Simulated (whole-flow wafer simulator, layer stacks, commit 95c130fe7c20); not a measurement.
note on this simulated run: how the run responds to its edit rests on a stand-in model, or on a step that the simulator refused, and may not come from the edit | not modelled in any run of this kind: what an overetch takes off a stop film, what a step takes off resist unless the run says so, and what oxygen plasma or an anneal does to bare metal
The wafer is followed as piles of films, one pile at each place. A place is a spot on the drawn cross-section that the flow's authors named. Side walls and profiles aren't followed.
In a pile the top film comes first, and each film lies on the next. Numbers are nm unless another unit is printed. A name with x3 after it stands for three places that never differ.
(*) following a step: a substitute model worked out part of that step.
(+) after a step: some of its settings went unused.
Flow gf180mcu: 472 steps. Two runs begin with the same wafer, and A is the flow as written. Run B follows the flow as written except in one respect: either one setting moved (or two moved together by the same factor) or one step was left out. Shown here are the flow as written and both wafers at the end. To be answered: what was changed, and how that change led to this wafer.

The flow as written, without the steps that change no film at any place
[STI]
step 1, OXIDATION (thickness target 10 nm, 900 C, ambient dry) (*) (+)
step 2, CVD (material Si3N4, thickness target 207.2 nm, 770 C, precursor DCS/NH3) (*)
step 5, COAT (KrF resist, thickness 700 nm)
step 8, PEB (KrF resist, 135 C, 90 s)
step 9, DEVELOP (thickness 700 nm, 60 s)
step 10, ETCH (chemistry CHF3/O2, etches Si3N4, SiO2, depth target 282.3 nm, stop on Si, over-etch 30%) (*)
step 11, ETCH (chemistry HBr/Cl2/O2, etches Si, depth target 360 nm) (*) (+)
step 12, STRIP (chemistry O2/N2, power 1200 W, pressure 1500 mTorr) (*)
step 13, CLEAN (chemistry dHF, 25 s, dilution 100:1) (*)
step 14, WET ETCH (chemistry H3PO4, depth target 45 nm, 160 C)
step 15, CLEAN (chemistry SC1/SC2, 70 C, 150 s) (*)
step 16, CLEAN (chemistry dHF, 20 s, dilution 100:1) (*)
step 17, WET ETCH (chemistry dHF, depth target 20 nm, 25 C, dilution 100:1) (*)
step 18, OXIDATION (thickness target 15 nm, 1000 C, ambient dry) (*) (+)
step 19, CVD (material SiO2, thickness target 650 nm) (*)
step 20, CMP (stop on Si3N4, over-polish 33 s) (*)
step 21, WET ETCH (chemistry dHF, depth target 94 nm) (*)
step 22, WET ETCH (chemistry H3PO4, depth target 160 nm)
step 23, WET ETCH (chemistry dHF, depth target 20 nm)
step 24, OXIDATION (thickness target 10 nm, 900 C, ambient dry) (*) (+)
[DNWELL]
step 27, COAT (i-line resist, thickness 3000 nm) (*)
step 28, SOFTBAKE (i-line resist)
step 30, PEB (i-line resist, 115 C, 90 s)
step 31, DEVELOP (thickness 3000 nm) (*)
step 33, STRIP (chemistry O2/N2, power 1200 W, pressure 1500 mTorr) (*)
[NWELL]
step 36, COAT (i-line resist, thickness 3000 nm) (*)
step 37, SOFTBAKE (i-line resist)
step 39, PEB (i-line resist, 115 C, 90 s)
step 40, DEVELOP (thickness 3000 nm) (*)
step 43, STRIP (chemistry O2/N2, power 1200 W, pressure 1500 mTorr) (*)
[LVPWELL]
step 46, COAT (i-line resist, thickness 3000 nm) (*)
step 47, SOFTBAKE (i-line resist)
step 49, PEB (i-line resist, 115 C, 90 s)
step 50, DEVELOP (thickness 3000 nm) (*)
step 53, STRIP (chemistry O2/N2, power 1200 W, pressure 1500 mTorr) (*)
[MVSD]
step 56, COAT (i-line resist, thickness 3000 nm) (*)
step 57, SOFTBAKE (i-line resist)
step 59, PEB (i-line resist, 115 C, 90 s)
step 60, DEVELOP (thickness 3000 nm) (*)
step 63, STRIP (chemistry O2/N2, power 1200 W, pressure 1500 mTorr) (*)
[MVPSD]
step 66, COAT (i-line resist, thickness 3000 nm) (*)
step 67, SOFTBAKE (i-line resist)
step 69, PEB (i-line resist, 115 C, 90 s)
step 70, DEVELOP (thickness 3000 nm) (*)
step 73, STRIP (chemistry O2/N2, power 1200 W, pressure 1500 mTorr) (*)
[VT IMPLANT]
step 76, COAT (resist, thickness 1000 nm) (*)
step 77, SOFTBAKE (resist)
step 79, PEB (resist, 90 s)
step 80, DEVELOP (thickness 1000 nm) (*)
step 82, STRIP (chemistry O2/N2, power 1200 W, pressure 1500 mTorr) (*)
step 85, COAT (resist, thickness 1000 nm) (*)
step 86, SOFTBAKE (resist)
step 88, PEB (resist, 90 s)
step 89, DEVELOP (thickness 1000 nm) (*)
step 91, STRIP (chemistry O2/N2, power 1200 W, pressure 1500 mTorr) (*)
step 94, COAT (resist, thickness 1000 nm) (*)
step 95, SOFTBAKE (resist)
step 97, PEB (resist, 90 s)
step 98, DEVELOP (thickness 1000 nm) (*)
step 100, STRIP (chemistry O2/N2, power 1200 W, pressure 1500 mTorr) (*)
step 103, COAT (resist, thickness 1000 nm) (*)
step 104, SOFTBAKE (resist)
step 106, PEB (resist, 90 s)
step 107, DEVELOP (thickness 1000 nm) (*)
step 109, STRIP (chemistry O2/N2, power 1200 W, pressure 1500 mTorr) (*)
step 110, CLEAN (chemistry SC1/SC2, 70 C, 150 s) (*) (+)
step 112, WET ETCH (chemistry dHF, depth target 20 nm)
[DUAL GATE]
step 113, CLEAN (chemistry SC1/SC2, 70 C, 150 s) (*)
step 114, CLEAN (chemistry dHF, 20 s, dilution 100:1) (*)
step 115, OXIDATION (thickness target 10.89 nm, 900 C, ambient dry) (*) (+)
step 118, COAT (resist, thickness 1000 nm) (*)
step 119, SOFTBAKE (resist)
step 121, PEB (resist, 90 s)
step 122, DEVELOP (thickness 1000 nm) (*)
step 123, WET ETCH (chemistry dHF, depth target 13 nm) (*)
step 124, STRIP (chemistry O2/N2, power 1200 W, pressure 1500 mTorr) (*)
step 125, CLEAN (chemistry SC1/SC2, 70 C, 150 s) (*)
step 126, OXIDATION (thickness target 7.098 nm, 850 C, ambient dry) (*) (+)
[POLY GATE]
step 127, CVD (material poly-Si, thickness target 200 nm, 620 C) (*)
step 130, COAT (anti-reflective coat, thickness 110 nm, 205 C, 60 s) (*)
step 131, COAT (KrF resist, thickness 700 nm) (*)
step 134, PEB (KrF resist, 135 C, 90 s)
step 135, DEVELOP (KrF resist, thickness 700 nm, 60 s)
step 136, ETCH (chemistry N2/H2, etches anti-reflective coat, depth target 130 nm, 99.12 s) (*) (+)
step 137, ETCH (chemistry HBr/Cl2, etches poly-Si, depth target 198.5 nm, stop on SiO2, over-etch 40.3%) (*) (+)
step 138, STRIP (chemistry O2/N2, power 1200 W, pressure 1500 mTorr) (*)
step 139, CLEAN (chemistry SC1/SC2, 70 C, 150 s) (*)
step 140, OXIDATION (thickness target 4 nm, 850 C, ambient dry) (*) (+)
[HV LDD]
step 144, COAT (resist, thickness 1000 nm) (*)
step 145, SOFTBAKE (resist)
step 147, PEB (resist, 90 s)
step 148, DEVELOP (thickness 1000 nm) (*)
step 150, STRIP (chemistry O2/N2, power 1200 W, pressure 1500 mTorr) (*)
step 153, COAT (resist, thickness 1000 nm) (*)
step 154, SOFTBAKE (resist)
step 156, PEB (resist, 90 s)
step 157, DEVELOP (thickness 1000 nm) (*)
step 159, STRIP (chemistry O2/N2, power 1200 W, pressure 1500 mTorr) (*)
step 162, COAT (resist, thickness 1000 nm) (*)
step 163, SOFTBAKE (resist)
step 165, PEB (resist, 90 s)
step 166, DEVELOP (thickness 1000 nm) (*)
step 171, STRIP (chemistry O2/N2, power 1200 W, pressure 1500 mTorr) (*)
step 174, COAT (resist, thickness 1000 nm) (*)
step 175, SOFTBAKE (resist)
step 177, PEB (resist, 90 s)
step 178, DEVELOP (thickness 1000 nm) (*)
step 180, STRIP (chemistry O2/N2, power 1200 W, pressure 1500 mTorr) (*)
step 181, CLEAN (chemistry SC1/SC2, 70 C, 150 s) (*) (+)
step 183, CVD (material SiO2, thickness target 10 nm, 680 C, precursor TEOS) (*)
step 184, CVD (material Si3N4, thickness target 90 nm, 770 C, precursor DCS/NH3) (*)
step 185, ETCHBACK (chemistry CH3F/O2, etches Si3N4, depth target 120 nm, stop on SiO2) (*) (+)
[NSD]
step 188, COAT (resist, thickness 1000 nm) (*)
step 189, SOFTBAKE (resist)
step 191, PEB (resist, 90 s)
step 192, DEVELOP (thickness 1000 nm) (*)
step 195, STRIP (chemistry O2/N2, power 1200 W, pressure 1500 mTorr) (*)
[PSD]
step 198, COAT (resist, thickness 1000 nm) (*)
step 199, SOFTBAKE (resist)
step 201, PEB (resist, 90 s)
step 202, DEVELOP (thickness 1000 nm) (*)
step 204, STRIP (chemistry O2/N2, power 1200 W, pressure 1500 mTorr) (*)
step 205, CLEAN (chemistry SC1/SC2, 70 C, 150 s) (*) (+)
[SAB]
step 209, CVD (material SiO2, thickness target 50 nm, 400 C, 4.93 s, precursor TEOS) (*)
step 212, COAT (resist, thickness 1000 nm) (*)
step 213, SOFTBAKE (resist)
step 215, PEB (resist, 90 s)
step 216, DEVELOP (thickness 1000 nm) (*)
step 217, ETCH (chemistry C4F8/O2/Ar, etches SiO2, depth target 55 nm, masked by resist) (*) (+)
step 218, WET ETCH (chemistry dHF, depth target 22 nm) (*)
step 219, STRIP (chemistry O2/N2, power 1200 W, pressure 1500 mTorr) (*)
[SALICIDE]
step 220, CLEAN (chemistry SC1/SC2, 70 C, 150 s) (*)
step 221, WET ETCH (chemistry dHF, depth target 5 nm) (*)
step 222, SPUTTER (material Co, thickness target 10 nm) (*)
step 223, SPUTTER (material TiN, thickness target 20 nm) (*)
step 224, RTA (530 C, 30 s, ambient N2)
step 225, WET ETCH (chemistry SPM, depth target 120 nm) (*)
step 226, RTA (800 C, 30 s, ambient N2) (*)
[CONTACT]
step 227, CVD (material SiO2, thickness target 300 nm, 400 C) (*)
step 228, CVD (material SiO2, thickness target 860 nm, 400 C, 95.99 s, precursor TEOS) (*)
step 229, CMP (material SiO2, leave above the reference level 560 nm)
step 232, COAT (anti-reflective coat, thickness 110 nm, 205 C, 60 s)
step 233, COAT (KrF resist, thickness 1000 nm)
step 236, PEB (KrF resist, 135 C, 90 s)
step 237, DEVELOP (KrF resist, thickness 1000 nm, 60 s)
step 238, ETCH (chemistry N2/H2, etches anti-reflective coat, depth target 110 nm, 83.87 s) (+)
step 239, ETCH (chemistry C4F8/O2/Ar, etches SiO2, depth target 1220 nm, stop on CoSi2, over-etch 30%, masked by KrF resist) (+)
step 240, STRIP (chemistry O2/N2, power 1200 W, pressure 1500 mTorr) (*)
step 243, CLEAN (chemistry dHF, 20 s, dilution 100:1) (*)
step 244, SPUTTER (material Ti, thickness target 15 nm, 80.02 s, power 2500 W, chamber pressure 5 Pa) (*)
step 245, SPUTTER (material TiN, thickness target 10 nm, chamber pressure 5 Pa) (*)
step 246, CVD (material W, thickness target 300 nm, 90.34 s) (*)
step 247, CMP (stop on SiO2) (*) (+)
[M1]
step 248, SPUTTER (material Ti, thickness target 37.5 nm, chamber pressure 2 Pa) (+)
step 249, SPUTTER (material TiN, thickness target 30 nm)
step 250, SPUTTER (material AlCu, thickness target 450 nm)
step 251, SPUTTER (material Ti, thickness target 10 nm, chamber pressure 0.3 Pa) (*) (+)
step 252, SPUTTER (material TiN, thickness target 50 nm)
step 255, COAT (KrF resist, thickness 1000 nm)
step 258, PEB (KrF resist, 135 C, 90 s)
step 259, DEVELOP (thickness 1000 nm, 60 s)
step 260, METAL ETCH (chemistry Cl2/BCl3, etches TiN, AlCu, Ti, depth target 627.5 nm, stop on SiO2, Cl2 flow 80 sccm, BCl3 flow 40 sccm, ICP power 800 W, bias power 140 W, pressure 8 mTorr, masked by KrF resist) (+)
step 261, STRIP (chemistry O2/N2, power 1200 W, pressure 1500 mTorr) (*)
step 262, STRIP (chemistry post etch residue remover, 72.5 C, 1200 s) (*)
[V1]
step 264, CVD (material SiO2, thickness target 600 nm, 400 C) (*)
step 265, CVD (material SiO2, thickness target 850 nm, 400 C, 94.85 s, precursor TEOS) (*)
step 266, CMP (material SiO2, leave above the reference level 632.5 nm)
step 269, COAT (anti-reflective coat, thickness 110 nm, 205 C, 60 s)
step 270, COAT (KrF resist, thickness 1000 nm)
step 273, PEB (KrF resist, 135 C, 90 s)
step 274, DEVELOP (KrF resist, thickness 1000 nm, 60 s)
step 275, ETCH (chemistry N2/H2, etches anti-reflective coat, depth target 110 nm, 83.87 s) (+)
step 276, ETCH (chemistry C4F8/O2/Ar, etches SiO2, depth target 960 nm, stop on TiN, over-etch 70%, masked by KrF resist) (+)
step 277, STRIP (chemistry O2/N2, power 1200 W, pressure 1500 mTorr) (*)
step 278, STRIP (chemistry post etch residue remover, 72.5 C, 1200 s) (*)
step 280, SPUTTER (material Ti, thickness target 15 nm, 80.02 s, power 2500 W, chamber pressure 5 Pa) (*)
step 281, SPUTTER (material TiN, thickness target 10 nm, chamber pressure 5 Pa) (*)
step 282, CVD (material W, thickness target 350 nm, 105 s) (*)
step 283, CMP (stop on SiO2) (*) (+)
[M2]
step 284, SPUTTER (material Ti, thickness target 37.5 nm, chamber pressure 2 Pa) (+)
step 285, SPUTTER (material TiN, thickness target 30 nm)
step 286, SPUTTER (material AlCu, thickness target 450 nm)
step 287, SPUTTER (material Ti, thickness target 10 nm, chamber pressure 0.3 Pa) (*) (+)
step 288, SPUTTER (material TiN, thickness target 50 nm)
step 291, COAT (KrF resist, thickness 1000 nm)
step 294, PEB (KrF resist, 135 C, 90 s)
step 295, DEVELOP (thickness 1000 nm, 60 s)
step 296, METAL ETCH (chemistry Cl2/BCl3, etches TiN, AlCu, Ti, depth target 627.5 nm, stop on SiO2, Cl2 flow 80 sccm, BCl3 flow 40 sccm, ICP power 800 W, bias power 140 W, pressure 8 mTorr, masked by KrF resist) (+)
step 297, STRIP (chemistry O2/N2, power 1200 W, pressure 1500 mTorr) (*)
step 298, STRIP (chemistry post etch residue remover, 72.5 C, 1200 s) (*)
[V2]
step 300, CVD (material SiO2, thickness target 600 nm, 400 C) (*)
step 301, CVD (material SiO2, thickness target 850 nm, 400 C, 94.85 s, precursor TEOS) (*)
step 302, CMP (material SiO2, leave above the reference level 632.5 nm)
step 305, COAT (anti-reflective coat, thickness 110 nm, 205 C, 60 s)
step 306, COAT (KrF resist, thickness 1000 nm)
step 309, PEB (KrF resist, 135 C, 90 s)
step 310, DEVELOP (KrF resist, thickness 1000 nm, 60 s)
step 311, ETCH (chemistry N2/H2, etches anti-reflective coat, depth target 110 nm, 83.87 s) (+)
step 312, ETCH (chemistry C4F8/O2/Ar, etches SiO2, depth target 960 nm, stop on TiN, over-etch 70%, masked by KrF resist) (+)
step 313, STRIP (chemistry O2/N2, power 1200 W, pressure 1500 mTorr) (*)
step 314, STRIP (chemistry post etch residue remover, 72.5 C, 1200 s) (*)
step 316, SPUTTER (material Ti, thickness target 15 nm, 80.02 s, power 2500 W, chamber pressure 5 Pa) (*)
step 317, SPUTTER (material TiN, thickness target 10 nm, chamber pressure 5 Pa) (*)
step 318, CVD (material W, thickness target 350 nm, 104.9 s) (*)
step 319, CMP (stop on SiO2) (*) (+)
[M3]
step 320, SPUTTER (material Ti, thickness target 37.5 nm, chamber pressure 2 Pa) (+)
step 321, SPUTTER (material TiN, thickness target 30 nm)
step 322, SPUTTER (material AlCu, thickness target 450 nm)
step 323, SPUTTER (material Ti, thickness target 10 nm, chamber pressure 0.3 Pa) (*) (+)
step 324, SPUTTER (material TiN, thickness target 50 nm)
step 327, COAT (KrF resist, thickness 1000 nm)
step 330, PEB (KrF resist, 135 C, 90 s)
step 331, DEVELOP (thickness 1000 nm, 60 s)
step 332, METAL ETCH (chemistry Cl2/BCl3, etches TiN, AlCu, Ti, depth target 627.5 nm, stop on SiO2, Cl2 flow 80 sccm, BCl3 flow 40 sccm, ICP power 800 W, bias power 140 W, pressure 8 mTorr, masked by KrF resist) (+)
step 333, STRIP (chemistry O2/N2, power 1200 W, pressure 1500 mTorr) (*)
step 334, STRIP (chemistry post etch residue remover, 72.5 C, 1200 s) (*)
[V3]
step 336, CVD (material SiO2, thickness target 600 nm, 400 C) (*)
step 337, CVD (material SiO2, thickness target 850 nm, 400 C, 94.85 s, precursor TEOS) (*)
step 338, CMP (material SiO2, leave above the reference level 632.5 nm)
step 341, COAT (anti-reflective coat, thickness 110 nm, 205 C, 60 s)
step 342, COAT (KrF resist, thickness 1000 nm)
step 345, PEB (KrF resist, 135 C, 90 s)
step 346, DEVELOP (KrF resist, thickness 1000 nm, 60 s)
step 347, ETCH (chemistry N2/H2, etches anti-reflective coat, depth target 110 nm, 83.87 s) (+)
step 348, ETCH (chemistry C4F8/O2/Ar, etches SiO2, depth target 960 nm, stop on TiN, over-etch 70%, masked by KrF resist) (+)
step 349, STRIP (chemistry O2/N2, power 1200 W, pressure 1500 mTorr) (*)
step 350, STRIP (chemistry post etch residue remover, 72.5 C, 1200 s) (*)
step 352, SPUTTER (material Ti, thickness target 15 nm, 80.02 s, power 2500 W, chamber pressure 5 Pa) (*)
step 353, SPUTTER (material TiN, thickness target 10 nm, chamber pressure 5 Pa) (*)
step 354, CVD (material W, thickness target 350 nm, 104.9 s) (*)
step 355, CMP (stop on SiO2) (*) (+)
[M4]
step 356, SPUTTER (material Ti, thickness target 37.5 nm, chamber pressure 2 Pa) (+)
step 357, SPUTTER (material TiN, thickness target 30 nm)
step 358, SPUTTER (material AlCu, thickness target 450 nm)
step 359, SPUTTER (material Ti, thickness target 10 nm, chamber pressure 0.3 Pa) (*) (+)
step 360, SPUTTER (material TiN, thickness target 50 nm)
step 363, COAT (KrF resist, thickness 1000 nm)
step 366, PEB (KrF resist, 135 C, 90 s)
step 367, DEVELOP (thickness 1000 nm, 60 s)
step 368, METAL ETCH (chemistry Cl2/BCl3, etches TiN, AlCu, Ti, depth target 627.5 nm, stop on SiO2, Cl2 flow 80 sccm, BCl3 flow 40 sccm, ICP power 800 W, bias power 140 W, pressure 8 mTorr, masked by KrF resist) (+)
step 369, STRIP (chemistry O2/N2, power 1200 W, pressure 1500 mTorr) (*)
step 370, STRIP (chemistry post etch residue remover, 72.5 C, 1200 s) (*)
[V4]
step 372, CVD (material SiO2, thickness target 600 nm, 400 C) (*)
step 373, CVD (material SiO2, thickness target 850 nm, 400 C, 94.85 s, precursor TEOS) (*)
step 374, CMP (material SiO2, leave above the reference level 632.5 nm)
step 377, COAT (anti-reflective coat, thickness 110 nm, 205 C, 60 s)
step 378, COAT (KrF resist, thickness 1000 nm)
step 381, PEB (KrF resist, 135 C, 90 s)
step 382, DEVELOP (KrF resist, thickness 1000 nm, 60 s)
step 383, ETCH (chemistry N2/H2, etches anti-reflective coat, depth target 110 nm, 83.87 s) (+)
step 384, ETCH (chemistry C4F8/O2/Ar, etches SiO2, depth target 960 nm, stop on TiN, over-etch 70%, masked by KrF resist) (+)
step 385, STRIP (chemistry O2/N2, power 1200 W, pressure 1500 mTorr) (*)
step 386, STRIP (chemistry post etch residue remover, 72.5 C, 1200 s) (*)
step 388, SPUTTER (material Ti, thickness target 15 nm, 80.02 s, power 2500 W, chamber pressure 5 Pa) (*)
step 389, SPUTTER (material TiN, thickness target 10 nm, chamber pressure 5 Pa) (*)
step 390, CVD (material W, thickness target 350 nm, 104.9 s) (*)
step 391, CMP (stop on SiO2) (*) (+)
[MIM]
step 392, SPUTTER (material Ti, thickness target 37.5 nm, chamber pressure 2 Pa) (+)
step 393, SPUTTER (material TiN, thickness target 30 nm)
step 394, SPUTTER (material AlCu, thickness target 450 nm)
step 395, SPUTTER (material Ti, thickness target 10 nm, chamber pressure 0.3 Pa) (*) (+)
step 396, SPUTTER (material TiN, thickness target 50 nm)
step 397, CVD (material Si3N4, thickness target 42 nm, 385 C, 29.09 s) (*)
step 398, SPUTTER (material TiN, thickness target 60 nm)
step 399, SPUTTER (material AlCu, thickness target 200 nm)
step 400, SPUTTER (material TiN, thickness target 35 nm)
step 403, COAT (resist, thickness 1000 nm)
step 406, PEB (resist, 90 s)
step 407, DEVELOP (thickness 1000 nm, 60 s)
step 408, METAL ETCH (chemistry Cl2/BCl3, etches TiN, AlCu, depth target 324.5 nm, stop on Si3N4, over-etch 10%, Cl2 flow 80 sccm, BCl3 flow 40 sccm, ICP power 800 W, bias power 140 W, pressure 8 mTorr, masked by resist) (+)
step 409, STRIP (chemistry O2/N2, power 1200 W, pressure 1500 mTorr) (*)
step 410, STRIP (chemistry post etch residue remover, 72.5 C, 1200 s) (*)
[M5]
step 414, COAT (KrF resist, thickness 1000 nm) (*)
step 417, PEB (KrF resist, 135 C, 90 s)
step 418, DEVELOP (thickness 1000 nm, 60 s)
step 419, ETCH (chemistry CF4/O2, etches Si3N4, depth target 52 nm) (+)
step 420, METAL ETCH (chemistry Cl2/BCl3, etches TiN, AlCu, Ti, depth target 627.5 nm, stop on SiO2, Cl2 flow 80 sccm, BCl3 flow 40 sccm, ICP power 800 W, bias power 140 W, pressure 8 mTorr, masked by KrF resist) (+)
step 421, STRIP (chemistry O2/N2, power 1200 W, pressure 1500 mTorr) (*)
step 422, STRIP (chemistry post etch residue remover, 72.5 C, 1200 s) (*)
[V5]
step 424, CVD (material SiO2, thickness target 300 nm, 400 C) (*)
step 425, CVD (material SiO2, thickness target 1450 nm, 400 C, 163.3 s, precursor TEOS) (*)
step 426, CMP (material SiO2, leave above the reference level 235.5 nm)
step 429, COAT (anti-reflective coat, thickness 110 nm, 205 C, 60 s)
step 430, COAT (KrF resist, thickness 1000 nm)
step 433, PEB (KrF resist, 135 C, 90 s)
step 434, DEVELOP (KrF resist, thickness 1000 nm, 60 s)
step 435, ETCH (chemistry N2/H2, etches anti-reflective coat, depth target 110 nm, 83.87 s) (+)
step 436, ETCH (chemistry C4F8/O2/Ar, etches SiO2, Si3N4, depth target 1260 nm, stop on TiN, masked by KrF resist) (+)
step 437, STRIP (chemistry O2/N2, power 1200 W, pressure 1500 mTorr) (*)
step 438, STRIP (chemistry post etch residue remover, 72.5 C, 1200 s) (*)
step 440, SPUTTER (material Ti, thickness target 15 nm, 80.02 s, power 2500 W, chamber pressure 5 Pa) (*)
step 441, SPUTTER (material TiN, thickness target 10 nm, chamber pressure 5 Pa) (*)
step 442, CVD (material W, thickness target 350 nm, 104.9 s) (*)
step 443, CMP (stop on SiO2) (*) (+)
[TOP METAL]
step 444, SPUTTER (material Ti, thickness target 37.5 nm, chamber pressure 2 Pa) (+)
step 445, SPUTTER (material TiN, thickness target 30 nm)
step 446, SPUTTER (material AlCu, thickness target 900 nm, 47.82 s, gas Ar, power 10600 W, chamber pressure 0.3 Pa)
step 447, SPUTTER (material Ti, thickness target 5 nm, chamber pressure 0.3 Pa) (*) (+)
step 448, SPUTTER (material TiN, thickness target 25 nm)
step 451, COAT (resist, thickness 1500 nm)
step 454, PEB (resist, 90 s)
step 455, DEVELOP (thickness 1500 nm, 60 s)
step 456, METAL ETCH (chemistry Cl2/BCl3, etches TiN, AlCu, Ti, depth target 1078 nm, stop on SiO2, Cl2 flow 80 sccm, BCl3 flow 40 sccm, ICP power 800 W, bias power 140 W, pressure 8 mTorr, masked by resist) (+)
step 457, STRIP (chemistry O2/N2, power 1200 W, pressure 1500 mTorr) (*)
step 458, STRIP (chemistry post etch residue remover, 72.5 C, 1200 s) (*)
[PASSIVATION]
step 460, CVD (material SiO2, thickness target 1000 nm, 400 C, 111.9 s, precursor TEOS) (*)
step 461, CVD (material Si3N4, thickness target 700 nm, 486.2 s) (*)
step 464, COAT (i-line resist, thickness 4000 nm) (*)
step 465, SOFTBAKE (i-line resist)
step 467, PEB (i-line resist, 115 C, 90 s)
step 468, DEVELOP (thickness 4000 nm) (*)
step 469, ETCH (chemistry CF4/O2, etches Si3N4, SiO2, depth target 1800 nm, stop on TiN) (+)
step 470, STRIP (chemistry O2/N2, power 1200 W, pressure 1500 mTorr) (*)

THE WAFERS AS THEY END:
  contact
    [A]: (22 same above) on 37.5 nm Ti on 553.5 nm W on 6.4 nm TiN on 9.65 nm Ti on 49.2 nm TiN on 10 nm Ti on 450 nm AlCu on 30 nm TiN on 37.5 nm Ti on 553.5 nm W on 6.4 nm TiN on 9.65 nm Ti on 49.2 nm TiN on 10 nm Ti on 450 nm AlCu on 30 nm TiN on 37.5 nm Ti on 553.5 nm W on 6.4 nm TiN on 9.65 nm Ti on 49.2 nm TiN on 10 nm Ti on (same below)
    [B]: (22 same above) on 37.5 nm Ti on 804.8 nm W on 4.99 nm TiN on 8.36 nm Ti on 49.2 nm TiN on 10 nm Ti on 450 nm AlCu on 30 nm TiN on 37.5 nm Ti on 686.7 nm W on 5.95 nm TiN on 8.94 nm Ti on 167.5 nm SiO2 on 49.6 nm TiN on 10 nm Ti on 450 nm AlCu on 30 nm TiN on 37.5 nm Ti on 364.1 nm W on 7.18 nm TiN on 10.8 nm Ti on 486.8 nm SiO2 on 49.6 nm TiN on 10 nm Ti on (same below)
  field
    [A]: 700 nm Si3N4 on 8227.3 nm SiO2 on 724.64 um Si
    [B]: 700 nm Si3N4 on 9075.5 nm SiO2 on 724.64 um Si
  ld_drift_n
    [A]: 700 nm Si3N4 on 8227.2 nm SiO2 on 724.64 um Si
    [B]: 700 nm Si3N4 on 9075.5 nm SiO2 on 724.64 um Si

Cause: step 266, CMP: material SiO2, leave above the reference level 632.5 nm, was skipped.

The path from the change to this, step by step:
  step 269, COAT (anti-reflective coat, thickness 110 nm, 205 C, 60 s)
      field__w3, p_well, sti, spacer, sd_n, mim_1p0, pad, dice_street: A anti-reflective coat gains 110 (new film) | B anti-reflective coat gains 113.7 (new film)
      field__w6, ld_sd_n: A anti-reflective coat gains 110 (new film) | B anti-reflective coat gains 116.8 (new film)
      (also at 36 further places)
  step 270, COAT (KrF resist, thickness 1000 nm)
      field: A KrF resist gains 1000 (new film) | B KrF resist gains 855.8 (new film)
      field__w5: A KrF resist gains 1000 (new film) | B KrF resist gains 1035.8 (new film)
      (also at 26 further places)
  step 273, PEB (KrF resist, 135 C, 90 s)
      field: A KrF resist loses 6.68 | B KrF resist loses 5.01
      field__w8: A KrF resist loses 6.68 | B KrF resist loses 4.91
      (also at 15 further places)
  step 274, DEVELOP (KrF resist, thickness 1000 nm, 60 s)
      contact: A KrF resist loses 993.3 (all of it) | B KrF resist loses 682.8 (all of it)
  step 275, ETCH (chemistry N2/H2, etches anti-reflective coat, depth target 110 nm, 83.87 s) (+)
      contact: A anti-reflective coat loses 110 (all of it), SiO2 loses 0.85 | B anti-reflective coat loses 17.3 (all of it), SiO2 loses 3.22
  step 276, ETCH (chemistry C4F8/O2/Ar, etches SiO2, depth target 960 nm, stop on TiN, over-etch 70%, masked by KrF resist) (+)
      contact: A SiO2 loses 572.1 (all of it) | B SiO2 loses 960
  step 277, STRIP (chemistry O2/N2, power 1200 W, pressure 1500 mTorr) (*)
      p_well, sti, spacer, sd_n, mim_1p0, pad, dice_street: A KrF resist loses 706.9 (all of it), anti-reflective coat loses 110 (all of it) | B KrF resist loses 707.6 (all of it), anti-reflective coat loses 113.7 (all of it)
      field: A KrF resist loses 706.9 (all of it), anti-reflective coat loses 110 (all of it) | B KrF resist loses 564.4 (all of it), anti-reflective coat loses 428.4 (all of it)
      (also at 40 further places)
  step 280, SPUTTER (material Ti, thickness target 15 nm, 80.02 s, power 2500 W, chamber pressure 5 Pa) (*)
      contact: A Ti gains 9.65 (new film) | B Ti gains 10.8 (new film)
  step 281, SPUTTER (material TiN, thickness target 10 nm, chamber pressure 5 Pa) (*)
      contact: A TiN gains 6.4 (new film) | B TiN gains 7.18 (new film)
  step 282, CVD (material W, thickness target 350 nm, 105 s) (*)
      contact: A W gains 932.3 (new film) | B W gains 743.2 (new film)
  step 283, CMP (stop on SiO2) (*) (+)
      field__w8, m1, m1__w1, polyc_n, polyc_n_rim, polyc_p, polyc_p_rim, m1_nw: A W loses 350 (all of it), TiN loses 10 (all of it), Ti loses 15 (all of it), SiO2 loses 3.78 | B W loses 350 (all of it), TiN loses 10 (all of it), Ti loses 15 (all of it), SiO2 loses 23.7
  step 287, SPUTTER (material Ti, thickness target 10 nm, chamber pressure 0.3 Pa) (*) (+)
      field__w5: A Ti gains 10 (new film) | B Ti gains 9.2 (new film)
  step 291, COAT (KrF resist, thickness 1000 nm)
      field: A KrF resist gains 1000 (new film) | B KrF resist gains 1163.8 (new film)
      field__w8: A KrF resist gains 1000 (new film) | B KrF resist gains 604.2 (new film)
      (also at 13 further places)
  step 294, PEB (KrF resist, 135 C, 90 s)
      m1__w1, polyc_p_rim: A KrF resist loses 6.68 | B KrF resist loses 3.1
      field: A KrF resist loses 6.68 | B KrF resist loses 8.56
      (also at 10 further places)
  step 295, DEVELOP (thickness 1000 nm, 60 s)
      field: A KrF resist loses 993.3 (all of it) | B KrF resist loses 1155.2 (all of it)
      n_well: A KrF resist loses 993.3 (all of it) | B KrF resist loses 1117.7 (all of it)
      (also at 8 further places)
  step 296, METAL ETCH (chemistry Cl2/BCl3, etches TiN, AlCu, Ti, depth target 627.5 nm, stop on SiO2, Cl2 flow 80 sccm, BCl3 flow 40 sccm, ICP power 800 W, bias power 140 W, pressure 8 mTorr, masked by KrF resist) (+)
      field__w5: A TiN loses 50 (all of it), Ti loses 10 (all of it), AlCu loses 450 (all of it), TiN loses 30 (all of it), Ti loses 37.5 (all of it) | B TiN loses 49.3 (all of it), Ti loses 9.2 (all of it), AlCu loses 445.1 (all of it), TiN loses 29.6 (all of it), Ti loses 37.5 (all of it)
  ... 20 further steps ...
  step 354, CVD (material W, thickness target 350 nm, 104.9 s) (*)
      contact: A W gains 932.3 (new film) | B W gains 1183.6 (new film)
With metal films that touch counted as one body, contact has 3 bodies (between them, from the top down: SiO2 167.5; SiO2 486.8); the flow as written gives 1 body.
